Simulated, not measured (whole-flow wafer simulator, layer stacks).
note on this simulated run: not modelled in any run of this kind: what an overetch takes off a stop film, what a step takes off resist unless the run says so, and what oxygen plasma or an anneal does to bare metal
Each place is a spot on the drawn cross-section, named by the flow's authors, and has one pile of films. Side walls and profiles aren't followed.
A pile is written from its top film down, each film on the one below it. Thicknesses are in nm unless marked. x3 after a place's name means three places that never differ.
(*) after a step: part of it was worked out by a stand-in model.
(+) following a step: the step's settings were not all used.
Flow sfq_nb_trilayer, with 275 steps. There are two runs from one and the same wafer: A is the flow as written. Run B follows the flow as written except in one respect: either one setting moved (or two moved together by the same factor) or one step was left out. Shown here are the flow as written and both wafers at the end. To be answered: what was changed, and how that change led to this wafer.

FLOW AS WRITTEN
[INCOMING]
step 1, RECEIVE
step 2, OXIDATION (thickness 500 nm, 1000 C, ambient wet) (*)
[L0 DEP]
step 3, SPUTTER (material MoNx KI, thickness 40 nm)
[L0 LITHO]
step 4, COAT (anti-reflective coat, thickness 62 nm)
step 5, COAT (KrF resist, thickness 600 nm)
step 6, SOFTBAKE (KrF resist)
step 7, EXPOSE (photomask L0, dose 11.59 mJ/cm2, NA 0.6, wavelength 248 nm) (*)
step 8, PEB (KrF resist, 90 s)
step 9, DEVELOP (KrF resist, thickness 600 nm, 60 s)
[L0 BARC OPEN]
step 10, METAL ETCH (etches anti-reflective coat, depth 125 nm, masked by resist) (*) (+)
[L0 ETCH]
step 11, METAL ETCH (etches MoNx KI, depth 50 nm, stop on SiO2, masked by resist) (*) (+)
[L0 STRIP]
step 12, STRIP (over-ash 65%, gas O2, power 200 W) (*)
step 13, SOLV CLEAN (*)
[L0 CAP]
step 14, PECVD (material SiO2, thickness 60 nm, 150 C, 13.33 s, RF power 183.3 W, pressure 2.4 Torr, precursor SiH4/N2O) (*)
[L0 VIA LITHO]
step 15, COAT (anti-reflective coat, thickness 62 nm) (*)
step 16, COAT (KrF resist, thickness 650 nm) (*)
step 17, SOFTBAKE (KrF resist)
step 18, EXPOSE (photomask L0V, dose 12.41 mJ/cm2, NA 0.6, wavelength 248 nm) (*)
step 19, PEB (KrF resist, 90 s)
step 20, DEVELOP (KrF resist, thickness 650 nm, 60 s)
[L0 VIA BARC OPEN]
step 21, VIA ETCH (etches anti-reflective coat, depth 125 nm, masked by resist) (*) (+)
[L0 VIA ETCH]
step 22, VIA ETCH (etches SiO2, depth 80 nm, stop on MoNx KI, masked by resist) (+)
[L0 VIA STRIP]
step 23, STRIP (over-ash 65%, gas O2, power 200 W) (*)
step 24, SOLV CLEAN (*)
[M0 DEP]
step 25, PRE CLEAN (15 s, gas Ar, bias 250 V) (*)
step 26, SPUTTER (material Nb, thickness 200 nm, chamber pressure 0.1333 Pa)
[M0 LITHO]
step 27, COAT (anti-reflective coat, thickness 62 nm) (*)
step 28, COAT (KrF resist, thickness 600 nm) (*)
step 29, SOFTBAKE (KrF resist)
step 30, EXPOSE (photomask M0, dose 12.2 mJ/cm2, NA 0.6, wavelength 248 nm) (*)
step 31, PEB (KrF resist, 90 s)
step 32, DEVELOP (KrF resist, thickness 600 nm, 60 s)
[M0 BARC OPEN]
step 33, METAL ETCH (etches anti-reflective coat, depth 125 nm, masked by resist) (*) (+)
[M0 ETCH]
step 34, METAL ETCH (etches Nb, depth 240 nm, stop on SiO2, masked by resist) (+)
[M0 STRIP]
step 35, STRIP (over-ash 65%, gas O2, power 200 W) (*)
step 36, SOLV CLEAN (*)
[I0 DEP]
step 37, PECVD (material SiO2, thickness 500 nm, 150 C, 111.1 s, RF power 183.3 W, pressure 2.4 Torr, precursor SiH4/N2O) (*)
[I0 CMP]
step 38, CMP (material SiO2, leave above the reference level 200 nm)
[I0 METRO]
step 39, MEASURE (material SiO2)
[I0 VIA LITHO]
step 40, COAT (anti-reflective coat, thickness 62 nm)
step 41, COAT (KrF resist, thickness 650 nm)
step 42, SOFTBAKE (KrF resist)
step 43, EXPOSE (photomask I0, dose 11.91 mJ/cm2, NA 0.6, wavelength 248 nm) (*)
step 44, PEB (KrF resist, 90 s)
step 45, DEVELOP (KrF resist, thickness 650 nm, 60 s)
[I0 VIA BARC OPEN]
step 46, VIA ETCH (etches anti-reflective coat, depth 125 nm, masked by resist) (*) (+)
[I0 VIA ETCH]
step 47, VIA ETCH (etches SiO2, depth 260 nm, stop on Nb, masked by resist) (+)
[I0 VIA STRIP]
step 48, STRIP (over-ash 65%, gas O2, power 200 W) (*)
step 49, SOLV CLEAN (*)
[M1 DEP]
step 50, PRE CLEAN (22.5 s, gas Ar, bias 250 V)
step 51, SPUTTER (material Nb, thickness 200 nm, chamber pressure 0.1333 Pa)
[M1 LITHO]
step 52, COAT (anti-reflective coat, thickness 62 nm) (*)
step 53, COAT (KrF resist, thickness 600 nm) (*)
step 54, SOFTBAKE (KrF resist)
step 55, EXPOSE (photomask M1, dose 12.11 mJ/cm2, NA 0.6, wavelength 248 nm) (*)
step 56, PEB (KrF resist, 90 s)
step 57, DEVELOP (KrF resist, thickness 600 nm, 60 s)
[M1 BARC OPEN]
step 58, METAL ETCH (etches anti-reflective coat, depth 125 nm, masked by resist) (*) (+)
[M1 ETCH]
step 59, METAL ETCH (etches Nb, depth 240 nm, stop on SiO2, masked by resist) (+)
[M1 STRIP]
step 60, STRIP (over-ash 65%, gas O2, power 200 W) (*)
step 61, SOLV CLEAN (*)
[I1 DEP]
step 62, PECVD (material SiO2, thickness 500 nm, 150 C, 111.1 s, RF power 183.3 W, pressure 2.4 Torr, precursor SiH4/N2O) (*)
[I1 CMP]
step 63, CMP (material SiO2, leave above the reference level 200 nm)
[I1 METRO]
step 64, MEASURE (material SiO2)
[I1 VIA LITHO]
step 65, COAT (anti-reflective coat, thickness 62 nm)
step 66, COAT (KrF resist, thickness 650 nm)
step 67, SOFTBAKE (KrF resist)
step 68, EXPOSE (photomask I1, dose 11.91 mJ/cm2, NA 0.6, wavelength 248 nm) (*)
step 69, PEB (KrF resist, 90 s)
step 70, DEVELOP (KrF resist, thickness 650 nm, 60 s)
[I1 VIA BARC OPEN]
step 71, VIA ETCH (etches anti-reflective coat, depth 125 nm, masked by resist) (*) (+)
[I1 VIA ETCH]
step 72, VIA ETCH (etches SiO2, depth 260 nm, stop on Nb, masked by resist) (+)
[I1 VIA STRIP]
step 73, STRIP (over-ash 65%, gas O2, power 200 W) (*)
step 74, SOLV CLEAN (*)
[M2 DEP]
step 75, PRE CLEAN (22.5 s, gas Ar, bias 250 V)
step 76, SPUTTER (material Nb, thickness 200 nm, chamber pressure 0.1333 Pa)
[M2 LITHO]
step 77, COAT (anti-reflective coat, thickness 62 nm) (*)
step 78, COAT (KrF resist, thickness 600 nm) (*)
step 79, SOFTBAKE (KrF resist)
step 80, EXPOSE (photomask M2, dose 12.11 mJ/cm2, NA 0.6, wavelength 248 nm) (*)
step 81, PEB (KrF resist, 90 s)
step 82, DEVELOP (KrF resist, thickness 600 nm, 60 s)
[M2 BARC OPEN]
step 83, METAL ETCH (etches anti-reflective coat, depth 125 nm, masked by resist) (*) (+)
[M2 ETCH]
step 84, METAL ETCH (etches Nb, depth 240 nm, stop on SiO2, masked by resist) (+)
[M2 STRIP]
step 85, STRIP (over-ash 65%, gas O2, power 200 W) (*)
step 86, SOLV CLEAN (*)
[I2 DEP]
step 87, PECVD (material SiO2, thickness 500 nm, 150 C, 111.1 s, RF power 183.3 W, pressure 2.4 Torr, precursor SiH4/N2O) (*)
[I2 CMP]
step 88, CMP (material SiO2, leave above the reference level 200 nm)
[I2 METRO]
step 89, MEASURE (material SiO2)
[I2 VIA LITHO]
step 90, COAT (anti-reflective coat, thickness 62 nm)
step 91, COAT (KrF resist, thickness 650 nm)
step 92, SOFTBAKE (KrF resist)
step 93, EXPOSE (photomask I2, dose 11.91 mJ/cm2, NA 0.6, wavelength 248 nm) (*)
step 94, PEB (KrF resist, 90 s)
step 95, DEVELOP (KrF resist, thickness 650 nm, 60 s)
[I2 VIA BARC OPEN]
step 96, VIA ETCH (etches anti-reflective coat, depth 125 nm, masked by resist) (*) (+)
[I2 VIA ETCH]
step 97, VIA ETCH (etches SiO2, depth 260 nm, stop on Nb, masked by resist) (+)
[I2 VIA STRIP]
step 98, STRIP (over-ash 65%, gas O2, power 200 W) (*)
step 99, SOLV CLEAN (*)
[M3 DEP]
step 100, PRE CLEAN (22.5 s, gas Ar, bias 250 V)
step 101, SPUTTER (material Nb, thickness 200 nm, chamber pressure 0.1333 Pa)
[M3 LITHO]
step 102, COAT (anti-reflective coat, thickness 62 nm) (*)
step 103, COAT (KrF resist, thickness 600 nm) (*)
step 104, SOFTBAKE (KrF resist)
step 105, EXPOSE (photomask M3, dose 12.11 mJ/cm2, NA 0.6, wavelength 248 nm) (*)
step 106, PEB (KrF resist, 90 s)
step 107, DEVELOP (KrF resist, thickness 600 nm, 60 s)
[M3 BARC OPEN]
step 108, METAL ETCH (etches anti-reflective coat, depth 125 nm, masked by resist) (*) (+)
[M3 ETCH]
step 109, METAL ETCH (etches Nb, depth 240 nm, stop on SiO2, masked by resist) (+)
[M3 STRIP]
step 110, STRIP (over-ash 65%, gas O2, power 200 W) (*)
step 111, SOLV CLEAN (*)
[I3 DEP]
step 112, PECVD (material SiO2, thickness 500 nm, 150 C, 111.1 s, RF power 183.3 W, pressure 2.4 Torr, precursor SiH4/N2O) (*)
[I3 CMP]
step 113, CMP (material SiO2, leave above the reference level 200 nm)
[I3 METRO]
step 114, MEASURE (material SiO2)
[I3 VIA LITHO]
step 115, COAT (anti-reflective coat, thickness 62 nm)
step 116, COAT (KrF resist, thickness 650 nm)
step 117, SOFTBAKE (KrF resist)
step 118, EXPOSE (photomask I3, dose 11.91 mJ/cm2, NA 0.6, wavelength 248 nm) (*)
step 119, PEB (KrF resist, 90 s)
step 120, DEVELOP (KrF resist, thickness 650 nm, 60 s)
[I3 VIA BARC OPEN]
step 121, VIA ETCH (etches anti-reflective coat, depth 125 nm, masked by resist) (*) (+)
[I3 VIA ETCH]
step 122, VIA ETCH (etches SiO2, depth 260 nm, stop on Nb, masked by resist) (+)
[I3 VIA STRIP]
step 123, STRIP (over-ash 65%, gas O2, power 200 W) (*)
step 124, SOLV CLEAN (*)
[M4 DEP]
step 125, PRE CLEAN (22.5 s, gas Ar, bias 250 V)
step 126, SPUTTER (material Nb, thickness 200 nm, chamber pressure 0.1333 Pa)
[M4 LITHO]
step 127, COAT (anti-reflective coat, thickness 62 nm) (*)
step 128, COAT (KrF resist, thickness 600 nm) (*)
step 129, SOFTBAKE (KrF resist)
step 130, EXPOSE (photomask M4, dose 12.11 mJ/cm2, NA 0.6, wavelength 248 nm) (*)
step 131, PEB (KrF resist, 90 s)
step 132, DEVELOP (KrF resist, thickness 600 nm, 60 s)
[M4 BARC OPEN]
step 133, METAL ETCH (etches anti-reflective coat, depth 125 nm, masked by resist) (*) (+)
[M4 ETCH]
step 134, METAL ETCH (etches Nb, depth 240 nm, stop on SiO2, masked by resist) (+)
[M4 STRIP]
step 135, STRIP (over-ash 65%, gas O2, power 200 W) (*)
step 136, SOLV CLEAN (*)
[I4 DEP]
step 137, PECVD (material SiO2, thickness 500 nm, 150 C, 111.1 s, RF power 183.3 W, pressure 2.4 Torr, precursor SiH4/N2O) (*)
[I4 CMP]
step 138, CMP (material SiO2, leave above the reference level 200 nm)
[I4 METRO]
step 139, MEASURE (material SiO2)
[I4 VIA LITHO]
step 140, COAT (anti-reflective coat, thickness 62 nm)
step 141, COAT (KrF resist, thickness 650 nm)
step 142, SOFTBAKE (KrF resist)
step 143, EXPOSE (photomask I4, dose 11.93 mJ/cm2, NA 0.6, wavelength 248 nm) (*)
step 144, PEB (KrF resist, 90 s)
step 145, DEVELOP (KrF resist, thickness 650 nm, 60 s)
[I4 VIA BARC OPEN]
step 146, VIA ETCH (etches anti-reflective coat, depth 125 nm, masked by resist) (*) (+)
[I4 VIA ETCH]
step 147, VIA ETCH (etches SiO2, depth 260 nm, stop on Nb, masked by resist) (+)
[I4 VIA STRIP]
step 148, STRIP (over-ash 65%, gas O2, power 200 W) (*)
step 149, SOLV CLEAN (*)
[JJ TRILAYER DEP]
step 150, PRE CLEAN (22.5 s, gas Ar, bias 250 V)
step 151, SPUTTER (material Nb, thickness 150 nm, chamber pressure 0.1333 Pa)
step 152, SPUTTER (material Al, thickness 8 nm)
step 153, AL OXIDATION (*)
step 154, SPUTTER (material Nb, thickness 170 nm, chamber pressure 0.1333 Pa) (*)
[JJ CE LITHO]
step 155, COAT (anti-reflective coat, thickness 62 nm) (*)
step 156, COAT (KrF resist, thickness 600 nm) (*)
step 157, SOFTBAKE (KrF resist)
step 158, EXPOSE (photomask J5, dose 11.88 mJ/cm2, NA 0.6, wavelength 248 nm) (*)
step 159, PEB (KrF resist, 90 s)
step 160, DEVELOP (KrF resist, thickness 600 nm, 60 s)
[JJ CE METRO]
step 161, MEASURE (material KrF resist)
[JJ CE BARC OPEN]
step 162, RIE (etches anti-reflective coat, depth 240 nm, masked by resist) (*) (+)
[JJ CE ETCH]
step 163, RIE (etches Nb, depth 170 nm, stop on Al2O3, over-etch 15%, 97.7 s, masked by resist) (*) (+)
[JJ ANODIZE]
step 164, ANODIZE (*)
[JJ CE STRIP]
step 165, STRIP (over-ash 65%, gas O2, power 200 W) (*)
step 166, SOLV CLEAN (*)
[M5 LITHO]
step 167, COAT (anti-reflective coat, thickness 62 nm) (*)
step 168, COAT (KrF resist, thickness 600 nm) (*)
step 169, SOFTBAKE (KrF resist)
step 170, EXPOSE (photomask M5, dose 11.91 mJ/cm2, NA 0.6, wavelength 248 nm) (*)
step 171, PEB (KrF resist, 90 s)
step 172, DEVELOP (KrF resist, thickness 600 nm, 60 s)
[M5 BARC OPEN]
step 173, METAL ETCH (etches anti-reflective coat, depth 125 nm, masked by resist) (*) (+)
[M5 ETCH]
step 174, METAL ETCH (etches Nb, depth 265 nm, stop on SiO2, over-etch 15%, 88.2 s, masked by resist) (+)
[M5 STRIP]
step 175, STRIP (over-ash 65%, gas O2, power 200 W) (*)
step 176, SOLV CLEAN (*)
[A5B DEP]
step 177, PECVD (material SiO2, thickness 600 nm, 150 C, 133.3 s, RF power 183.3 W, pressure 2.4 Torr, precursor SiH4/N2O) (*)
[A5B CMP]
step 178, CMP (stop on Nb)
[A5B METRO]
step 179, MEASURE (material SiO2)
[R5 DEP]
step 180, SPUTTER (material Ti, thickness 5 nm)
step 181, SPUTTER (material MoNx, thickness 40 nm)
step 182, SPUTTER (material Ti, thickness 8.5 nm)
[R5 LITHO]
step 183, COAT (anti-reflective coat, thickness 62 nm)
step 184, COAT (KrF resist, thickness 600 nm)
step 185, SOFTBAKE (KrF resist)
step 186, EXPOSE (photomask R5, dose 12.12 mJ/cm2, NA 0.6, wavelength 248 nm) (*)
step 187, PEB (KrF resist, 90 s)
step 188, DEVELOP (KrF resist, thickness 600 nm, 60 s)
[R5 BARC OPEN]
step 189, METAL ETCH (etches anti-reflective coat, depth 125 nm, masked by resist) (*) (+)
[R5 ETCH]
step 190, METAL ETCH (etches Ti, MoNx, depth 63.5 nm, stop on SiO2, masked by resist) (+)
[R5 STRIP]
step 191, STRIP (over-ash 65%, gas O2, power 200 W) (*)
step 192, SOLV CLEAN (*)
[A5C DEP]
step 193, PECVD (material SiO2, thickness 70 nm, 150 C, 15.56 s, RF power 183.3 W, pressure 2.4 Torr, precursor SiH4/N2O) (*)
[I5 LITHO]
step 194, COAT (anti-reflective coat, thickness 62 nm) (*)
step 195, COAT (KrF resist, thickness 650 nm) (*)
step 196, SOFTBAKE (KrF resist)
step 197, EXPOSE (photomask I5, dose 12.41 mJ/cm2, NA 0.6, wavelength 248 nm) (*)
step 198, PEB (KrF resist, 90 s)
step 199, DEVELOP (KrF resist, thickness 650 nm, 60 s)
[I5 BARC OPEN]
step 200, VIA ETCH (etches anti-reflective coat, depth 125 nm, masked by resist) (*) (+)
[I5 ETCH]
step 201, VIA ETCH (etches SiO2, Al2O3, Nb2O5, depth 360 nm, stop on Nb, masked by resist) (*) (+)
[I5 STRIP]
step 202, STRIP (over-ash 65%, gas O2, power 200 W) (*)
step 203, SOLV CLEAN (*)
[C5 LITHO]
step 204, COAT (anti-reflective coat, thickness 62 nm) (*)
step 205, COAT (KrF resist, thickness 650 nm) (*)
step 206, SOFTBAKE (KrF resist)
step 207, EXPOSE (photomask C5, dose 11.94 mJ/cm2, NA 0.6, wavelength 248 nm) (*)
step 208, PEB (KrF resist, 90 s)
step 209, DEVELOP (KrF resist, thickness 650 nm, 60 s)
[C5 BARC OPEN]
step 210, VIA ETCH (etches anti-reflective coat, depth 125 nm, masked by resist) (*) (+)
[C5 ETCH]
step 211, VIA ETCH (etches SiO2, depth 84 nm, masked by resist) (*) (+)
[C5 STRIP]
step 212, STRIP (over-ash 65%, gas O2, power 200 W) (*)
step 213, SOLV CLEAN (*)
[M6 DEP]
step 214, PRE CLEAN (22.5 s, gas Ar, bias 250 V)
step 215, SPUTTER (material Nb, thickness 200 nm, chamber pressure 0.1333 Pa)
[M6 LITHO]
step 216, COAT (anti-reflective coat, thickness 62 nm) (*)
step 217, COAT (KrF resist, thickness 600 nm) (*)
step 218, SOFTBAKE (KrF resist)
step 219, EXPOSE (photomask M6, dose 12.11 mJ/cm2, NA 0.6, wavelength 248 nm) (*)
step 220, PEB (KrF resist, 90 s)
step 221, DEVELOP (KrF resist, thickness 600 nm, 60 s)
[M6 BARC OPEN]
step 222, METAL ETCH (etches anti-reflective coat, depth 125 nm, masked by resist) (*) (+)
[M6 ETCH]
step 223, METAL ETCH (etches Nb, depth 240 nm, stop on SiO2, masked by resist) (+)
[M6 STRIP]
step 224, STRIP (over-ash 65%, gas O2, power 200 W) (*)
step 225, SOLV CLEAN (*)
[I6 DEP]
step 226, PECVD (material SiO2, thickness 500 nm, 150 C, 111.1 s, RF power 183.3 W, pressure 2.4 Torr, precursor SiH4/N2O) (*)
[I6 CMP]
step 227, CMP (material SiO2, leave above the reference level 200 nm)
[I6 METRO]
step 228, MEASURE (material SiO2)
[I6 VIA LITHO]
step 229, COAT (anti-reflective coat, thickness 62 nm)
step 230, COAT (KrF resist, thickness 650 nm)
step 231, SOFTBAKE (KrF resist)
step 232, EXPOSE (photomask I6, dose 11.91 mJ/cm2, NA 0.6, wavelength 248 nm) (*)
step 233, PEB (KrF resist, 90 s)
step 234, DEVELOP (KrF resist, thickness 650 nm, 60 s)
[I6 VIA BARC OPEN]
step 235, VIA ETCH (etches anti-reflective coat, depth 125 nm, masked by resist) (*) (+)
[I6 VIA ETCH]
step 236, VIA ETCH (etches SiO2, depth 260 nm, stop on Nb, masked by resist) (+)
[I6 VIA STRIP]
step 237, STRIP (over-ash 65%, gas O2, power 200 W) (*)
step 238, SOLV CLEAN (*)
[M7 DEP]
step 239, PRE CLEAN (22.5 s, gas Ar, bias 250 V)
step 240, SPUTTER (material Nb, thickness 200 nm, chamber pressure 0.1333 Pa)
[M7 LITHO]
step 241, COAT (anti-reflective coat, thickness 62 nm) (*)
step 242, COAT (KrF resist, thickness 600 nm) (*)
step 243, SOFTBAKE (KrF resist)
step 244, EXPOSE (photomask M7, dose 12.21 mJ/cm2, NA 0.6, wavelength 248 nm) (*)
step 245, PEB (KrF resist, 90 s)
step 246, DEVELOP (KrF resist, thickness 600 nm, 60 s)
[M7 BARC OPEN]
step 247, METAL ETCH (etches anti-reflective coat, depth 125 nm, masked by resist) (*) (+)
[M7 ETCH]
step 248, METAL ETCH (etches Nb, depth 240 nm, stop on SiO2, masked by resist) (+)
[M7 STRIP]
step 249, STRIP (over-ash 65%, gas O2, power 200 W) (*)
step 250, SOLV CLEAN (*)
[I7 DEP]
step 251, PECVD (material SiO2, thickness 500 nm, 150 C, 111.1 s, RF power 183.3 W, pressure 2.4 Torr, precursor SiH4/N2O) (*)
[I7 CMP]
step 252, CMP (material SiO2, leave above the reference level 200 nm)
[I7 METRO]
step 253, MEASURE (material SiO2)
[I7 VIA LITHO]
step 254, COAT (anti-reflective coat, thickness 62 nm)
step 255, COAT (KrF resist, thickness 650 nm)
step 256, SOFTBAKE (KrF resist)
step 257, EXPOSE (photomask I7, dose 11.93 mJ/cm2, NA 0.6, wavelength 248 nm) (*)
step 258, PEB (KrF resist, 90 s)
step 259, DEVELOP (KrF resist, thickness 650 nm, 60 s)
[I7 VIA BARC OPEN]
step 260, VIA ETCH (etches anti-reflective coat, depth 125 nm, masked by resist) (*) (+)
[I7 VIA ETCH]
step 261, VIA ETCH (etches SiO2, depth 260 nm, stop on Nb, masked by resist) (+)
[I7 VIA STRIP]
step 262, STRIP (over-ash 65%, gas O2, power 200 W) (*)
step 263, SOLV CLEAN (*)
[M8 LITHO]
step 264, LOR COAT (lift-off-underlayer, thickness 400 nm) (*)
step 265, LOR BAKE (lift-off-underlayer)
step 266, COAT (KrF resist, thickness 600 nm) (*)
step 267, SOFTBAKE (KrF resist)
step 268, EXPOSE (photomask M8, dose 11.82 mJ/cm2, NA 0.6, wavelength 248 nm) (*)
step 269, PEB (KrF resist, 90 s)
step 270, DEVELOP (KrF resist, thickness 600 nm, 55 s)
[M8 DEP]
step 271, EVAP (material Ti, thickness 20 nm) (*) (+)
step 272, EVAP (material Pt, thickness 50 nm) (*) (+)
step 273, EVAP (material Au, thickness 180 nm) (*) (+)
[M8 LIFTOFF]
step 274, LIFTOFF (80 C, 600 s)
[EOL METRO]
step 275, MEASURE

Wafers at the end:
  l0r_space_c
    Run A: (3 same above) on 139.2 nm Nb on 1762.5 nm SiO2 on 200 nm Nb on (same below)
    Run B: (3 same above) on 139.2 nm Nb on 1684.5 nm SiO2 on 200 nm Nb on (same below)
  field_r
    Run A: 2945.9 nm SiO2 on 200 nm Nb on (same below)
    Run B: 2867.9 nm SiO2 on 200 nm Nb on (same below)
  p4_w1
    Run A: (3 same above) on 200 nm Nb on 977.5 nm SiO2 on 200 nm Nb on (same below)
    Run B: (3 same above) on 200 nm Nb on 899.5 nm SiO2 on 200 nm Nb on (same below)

The reason: step 88, CMP: leave above the reference level 122 nm was run, while the flow as written has leave above the reference level 200 nm.

Step by step, how the change led to this:
  step 88, CMP (material SiO2, leave above the reference level 200 nm)
      field_l, be, be_sur and 81 more: A SiO2 loses 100 | B SiO2 loses 178
      v_sur, via_wl, via_w and 18 more: A SiO2 loses 300 | B SiO2 loses 378
      (also at 1 further place)
  step 97, VIA ETCH (etches SiO2, depth 260 nm, stop on Nb, masked by resist) (+)
      field_l, v_sur, via_wl and 102 more: A KrF resist loses 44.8 | B KrF resist loses 31.5
      via_w: A SiO2 loses 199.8 (all of it) | B SiO2 loses 121.8 (all of it)
  step 98, STRIP (over-ash 65%, gas O2, power 200 W) (*)
      field_l, v_sur, via_wl and 102 more: A KrF resist loses 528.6 (all of it), anti-reflective coat loses 62 (all of it) | B KrF resist loses 541.9 (all of it), anti-reflective coat loses 62 (all of it)
  step 101, SPUTTER (material Nb, thickness 200 nm, chamber pressure 0.1333 Pa)
      via_w: A Nb gains 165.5 | B Nb gains 182.8
  step 102, COAT (anti-reflective coat, thickness 62 nm) (*)
      via_wl: A anti-reflective coat gains 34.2 (new film) | B anti-reflective coat gains 38.3 (new film)
      via_w: A anti-reflective coat gains 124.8 (new film) | B anti-reflective coat gains 106.7 (new film)
      (also at 1 further place)
  step 103, COAT (KrF resist, thickness 600 nm) (*)
      via_w: A KrF resist gains 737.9 (new film) | B KrF resist gains 673.6 (new film)
  step 110, STRIP (over-ash 65%, gas O2, power 200 W) (*)
      via_wl: A KrF resist loses 384.2 (all of it), anti-reflective coat loses 34.2 (all of it) | B KrF resist loses 390 (all of it), anti-reflective coat loses 38.3 (all of it)
      via_w: A KrF resist loses 520 (all of it), anti-reflective coat loses 124.8 (all of it) | B KrF resist loses 455.8 (all of it), anti-reflective coat loses 106.7 (all of it)
      (also at 1 further place)
  step 112, PECVD (material SiO2, thickness 500 nm, 150 C, 111.1 s, RF power 183.3 W, pressure 2.4 Torr, precursor SiH4/N2O) (*)
      via_w: A SiO2 gains 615 (new film) | B SiO2 gains 500 (new film)
  step 113, CMP (material SiO2, leave above the reference level 200 nm)
      via_w: A SiO2 loses 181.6 | B SiO2 loses 161.8
